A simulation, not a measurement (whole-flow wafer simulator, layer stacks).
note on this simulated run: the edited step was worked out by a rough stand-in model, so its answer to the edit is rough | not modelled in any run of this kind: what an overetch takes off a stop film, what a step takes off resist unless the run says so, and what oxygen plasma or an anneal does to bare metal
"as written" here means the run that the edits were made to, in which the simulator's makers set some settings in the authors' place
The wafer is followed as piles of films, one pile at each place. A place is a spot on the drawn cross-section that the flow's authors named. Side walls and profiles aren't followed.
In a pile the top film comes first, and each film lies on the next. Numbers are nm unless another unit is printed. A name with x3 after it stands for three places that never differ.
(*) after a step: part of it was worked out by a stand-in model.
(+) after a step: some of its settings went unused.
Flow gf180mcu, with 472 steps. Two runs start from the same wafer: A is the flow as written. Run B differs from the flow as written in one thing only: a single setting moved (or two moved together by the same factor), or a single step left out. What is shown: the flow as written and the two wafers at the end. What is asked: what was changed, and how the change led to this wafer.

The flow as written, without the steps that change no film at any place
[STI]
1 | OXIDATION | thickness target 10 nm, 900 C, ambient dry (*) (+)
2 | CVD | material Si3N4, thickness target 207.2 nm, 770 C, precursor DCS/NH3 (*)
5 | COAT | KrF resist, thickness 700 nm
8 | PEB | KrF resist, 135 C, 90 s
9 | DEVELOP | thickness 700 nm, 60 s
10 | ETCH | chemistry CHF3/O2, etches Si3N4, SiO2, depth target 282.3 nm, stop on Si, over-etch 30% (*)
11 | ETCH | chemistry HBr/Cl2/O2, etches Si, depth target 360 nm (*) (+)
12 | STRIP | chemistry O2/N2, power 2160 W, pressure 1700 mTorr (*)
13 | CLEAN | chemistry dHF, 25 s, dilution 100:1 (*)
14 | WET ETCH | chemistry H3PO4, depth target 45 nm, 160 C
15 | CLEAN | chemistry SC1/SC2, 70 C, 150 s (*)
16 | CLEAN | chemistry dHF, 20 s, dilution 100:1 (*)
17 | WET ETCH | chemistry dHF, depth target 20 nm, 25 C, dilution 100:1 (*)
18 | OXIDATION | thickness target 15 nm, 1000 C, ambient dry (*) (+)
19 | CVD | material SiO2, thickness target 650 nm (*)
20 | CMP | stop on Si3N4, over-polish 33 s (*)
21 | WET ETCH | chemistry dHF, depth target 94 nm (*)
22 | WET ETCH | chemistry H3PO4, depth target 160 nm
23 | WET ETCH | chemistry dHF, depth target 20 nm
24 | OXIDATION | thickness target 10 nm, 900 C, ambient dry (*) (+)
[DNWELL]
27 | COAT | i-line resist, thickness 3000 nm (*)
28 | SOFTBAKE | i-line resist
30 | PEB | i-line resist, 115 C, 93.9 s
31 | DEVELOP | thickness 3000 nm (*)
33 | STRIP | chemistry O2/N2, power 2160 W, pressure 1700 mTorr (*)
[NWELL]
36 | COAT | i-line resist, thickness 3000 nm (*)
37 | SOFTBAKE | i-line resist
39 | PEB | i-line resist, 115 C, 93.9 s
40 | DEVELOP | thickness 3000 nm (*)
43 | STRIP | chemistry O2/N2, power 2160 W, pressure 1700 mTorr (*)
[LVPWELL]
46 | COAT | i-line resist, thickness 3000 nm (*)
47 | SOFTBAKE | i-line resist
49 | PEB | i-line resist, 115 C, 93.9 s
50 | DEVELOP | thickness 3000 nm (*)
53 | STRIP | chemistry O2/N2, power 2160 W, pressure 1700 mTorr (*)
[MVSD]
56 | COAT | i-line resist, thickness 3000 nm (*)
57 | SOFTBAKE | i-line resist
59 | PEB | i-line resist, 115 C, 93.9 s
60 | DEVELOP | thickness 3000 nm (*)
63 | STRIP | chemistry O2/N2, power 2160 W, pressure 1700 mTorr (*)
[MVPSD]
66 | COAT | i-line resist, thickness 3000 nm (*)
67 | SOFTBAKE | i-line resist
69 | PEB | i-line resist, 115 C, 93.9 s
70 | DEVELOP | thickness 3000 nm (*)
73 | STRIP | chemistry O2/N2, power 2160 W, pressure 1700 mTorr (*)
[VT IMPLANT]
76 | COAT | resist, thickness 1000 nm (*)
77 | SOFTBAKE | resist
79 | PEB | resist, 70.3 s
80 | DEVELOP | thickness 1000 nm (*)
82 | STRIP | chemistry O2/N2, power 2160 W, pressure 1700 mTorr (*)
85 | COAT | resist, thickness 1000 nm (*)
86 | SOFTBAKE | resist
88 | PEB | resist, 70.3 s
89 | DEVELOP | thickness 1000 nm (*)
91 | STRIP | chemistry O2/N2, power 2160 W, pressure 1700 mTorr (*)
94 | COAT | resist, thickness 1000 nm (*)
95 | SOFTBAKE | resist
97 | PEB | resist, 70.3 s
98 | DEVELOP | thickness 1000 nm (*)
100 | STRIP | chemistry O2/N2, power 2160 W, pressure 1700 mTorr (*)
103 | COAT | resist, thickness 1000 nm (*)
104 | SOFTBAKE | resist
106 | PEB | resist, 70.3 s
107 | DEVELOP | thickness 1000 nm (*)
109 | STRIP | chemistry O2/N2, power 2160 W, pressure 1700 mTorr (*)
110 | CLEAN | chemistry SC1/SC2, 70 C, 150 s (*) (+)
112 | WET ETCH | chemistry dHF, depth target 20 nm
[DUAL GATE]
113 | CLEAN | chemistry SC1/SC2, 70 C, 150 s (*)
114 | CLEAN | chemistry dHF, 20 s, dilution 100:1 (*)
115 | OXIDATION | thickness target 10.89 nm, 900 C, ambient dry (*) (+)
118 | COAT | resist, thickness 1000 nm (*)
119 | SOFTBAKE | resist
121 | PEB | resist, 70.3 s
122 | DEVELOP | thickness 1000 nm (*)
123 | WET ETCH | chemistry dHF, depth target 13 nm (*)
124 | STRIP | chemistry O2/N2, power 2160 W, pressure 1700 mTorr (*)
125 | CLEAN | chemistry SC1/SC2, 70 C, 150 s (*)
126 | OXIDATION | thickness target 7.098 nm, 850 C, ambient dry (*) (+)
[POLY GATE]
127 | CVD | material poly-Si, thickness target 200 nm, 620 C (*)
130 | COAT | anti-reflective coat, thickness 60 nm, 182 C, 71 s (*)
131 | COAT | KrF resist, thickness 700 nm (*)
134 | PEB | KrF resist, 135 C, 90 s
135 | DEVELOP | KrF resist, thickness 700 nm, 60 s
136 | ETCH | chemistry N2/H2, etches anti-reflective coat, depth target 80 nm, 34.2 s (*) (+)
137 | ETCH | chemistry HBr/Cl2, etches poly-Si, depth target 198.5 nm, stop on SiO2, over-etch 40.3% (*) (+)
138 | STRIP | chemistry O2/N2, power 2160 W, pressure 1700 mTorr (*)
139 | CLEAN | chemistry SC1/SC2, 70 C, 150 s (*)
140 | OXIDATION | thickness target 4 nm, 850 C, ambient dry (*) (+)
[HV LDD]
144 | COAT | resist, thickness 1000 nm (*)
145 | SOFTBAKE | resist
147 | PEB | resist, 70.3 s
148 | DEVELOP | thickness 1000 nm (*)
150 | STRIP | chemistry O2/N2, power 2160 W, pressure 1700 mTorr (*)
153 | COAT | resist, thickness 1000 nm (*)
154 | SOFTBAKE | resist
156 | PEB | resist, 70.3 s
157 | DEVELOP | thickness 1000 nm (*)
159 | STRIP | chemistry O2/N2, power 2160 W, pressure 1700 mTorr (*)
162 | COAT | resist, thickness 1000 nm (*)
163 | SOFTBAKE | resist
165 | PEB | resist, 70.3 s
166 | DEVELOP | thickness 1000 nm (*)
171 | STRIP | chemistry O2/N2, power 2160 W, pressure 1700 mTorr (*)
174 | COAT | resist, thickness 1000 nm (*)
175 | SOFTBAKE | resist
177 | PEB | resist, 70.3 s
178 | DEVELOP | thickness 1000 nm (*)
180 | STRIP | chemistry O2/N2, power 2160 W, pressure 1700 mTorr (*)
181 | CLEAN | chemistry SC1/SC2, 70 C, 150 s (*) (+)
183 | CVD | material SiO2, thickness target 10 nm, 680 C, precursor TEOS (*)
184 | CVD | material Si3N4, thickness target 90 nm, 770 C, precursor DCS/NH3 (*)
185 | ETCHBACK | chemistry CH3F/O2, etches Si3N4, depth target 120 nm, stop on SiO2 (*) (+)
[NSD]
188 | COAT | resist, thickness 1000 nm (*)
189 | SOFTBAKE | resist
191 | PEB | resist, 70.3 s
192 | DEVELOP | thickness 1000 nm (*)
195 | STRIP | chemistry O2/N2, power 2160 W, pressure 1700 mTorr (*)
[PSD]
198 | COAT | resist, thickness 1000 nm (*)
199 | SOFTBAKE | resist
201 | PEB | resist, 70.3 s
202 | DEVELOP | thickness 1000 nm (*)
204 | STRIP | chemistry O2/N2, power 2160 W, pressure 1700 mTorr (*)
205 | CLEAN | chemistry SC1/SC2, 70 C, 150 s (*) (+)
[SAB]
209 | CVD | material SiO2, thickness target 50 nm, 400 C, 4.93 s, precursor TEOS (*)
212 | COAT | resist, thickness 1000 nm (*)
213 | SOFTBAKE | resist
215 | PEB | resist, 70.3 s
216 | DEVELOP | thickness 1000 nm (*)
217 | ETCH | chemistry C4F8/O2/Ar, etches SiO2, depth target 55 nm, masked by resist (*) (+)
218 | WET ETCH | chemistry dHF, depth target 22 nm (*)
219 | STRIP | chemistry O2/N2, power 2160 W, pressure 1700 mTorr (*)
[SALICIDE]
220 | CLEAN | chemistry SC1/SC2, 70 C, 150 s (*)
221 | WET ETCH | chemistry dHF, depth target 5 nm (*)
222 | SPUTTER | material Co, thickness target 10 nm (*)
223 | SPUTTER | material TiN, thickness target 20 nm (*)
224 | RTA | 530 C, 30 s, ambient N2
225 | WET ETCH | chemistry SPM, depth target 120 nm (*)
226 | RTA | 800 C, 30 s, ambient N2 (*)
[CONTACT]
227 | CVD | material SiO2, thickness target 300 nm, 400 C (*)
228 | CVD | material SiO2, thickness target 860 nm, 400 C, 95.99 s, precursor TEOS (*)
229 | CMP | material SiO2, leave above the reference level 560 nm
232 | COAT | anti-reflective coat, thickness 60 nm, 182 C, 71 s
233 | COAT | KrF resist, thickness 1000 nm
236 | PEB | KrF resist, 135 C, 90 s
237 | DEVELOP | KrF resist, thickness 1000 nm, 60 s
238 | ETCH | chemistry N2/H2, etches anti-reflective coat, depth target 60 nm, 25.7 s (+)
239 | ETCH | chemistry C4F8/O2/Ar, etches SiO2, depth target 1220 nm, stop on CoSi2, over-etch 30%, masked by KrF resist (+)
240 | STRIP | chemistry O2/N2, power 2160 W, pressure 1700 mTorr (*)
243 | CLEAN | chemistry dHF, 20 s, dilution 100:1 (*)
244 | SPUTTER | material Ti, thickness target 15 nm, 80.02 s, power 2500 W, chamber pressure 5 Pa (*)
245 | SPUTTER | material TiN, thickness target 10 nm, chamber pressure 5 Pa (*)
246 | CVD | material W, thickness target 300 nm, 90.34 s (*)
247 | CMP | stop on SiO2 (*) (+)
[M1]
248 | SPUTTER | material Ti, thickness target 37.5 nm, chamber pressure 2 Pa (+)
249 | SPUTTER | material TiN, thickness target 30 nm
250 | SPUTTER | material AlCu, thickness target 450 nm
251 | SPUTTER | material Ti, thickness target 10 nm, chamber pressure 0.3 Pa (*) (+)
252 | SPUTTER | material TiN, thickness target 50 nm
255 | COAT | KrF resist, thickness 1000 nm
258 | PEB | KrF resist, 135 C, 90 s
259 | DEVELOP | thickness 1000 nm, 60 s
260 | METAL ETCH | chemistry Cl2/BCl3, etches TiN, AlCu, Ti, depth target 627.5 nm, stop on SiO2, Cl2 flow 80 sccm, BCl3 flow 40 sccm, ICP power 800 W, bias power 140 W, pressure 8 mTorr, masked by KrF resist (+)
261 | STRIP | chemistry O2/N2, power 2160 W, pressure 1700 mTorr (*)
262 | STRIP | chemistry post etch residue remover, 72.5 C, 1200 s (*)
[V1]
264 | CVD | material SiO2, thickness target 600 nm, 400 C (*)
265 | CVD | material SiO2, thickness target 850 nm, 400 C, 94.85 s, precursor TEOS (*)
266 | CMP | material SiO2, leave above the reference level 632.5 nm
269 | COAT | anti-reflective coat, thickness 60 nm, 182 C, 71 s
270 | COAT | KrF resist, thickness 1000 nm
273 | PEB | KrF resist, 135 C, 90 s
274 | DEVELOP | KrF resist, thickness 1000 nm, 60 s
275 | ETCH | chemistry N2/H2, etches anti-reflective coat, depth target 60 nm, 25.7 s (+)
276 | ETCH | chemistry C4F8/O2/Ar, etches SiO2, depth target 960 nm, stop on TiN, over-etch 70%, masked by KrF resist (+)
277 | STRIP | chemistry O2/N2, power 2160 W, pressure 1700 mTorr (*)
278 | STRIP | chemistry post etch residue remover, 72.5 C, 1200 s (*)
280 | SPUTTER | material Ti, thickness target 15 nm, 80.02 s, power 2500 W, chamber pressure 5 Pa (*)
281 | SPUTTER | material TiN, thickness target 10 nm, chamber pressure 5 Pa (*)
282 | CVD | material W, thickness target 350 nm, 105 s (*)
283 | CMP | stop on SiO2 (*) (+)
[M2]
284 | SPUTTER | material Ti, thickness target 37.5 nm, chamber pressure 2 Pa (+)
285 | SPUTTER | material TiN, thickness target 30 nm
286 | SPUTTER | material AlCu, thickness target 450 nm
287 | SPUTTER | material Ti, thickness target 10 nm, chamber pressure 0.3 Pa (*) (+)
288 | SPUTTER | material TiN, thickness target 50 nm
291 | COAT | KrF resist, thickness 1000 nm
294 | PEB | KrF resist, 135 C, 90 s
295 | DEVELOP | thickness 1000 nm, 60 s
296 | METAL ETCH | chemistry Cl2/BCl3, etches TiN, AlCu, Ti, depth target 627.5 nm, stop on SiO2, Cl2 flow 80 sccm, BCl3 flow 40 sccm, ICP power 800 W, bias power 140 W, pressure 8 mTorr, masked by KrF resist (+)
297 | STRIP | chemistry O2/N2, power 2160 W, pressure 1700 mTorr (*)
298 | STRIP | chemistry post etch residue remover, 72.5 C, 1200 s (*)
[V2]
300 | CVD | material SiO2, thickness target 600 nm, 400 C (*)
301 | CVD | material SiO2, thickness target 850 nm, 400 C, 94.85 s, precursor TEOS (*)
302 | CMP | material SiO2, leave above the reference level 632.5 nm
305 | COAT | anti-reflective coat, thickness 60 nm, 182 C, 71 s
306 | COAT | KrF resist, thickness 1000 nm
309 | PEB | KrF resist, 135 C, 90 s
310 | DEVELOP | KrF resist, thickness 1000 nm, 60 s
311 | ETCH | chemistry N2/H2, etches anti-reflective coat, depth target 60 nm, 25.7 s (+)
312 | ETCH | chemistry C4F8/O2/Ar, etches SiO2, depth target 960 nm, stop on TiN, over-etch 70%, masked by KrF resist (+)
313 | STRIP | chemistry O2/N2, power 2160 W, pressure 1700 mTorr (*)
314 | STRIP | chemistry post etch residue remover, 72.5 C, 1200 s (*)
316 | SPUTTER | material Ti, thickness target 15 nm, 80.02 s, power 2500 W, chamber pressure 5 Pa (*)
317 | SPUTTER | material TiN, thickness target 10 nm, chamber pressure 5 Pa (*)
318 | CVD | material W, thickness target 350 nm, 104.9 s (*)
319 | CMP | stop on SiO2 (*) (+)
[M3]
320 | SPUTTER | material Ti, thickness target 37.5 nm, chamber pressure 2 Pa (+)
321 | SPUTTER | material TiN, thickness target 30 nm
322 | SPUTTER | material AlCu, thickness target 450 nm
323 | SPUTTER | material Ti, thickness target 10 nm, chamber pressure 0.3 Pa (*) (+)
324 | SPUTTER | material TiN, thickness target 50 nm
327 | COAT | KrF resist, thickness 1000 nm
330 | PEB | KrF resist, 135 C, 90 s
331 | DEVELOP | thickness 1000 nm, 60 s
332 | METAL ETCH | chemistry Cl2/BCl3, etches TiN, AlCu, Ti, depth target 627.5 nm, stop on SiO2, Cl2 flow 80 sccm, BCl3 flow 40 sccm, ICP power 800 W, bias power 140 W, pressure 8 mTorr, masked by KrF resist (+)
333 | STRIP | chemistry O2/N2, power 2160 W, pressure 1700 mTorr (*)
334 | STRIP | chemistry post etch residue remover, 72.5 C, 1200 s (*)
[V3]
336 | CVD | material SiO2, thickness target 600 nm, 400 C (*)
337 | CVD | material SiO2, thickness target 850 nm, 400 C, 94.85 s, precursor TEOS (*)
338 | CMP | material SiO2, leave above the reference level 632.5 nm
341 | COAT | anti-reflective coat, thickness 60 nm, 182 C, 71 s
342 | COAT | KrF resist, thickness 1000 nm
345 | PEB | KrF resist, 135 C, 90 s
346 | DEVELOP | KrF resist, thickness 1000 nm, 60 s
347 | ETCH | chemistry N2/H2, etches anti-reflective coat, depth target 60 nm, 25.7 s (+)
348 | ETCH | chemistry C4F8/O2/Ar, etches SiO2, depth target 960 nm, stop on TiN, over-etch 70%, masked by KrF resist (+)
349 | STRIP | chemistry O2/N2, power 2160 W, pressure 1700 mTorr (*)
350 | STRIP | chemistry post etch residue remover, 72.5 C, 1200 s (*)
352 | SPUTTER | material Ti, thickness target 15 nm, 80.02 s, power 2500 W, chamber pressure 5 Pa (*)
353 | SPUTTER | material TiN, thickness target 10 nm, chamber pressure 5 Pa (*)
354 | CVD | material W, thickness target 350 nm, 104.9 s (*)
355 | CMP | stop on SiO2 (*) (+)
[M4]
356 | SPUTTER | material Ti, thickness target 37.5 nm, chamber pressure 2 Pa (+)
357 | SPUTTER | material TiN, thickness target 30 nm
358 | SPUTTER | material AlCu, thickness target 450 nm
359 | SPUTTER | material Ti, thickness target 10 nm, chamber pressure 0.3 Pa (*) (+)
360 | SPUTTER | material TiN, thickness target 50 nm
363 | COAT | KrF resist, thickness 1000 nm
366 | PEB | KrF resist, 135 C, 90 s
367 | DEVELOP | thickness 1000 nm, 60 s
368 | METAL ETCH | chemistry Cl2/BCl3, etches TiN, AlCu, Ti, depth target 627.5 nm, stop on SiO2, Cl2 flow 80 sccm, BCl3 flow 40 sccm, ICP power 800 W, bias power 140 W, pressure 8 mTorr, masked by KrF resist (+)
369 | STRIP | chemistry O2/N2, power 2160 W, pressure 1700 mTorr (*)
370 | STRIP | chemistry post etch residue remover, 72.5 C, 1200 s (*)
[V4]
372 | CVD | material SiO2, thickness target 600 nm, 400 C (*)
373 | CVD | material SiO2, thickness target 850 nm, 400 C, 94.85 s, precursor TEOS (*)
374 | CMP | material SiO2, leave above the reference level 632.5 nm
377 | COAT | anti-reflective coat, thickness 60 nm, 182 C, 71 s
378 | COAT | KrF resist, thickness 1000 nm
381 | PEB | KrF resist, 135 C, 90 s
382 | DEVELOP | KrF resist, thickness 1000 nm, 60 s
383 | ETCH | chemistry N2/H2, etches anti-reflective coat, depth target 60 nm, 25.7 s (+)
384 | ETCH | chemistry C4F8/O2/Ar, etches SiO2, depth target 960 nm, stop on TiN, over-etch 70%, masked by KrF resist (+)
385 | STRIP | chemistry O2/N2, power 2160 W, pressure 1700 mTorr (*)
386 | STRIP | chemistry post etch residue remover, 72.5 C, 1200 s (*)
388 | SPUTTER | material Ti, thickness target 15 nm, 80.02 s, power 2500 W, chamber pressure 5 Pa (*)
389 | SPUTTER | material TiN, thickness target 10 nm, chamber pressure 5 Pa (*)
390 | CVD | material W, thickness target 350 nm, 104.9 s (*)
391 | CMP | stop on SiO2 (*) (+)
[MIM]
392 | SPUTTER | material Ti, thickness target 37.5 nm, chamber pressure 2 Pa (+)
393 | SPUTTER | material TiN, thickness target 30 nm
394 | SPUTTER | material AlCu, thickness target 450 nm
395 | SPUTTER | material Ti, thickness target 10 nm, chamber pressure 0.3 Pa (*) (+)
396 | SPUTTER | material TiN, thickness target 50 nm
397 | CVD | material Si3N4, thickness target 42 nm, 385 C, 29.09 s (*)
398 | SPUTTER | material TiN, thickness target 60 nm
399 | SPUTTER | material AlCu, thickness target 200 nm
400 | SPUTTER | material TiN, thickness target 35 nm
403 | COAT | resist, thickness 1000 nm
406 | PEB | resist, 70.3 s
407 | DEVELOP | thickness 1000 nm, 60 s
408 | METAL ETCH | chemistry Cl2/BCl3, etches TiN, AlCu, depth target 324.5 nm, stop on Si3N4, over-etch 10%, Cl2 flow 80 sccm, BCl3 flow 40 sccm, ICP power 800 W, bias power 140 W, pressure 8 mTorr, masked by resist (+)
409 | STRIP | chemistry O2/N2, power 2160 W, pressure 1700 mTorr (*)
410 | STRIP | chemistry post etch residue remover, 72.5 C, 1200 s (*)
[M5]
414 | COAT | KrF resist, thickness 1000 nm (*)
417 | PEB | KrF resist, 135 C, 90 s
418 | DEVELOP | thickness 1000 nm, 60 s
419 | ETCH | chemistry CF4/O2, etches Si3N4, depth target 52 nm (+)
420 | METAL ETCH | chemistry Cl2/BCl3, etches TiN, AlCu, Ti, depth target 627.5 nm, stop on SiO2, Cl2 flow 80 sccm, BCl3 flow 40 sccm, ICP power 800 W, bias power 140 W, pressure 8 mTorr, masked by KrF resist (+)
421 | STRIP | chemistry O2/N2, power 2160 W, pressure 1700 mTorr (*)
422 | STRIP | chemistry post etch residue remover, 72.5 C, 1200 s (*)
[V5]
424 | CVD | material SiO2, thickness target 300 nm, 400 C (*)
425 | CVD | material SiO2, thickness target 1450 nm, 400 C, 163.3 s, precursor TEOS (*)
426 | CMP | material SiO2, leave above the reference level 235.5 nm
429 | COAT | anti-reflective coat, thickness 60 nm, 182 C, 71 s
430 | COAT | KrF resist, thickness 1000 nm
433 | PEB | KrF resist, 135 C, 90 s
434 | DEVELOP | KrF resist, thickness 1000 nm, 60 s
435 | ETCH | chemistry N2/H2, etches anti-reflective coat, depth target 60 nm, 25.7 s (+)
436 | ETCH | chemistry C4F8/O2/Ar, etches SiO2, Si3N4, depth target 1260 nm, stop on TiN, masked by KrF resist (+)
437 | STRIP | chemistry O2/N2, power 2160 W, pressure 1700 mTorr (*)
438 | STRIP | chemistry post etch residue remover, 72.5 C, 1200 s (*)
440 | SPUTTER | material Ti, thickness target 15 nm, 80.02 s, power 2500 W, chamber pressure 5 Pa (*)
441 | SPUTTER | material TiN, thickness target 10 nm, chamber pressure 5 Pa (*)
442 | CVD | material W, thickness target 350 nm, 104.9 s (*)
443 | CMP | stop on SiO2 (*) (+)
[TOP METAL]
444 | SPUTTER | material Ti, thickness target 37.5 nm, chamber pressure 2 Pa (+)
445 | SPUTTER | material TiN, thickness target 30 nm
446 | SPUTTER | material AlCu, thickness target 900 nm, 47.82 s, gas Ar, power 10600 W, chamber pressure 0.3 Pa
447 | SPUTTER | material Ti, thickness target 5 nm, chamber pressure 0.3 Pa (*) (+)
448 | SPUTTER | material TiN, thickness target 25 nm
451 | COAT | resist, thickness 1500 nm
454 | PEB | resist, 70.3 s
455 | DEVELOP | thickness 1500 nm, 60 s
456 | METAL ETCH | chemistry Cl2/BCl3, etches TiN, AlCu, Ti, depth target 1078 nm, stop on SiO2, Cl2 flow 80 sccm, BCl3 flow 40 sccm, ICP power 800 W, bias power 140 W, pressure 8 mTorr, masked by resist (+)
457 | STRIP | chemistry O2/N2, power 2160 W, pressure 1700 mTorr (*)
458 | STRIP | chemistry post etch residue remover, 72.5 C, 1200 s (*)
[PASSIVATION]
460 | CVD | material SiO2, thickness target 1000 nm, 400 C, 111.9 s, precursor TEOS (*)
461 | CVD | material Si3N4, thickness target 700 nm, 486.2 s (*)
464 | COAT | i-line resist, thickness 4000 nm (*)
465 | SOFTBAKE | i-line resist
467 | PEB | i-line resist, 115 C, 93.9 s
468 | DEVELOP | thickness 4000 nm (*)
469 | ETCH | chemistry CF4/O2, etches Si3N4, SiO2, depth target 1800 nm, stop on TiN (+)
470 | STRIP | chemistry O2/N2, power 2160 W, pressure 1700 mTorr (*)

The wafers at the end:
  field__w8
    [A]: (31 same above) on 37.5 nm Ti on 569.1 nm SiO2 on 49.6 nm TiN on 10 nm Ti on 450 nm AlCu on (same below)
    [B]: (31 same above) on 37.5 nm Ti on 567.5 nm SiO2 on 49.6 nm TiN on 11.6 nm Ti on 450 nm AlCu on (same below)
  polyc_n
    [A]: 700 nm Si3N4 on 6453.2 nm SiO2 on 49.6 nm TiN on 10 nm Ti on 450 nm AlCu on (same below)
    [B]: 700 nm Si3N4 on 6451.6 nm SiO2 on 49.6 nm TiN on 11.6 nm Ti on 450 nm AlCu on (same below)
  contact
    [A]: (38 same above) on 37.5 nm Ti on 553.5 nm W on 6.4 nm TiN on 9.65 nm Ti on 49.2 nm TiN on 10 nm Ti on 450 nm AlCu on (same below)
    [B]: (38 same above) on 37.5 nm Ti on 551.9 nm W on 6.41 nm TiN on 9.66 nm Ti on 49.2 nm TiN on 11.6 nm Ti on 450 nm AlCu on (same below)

Cause: step 251, SPUTTER: thickness target 11.6 nm was run, while the flow as written has thickness target 10 nm.
One can read it off the wafer: field__w8 has Ti 11.6, and step 251 as written asks for 10 nm.

How this came from the change, step by step:
  251 | SPUTTER | material Ti, thickness target 10 nm, chamber pressure 0.3 Pa (*) (+)
      field, field__w1, field__w2 and 108 more: A +10 Ti (new film) | B +11.6 Ti (new film)
  260 | METAL ETCH | chemistry Cl2/BCl3, etches TiN, AlCu, Ti, depth target 627.5 nm, stop on SiO2, Cl2 flow 80 sccm, BCl3 flow 40 sccm, ICP power 800 W, bias power 140 W, pressure 8 mTorr, masked by KrF resist (+)
      field, field__w1, field__w2 and 99 more: A -50 TiN (all of it), -10 Ti (all of it), -450 AlCu (all of it), -30 TiN (all of it), -37.5 Ti (all of it) | B -50 TiN (all of it), -11.6 Ti (all of it), -450 AlCu (all of it), -30 TiN (all of it), -37.5 Ti (all of it)
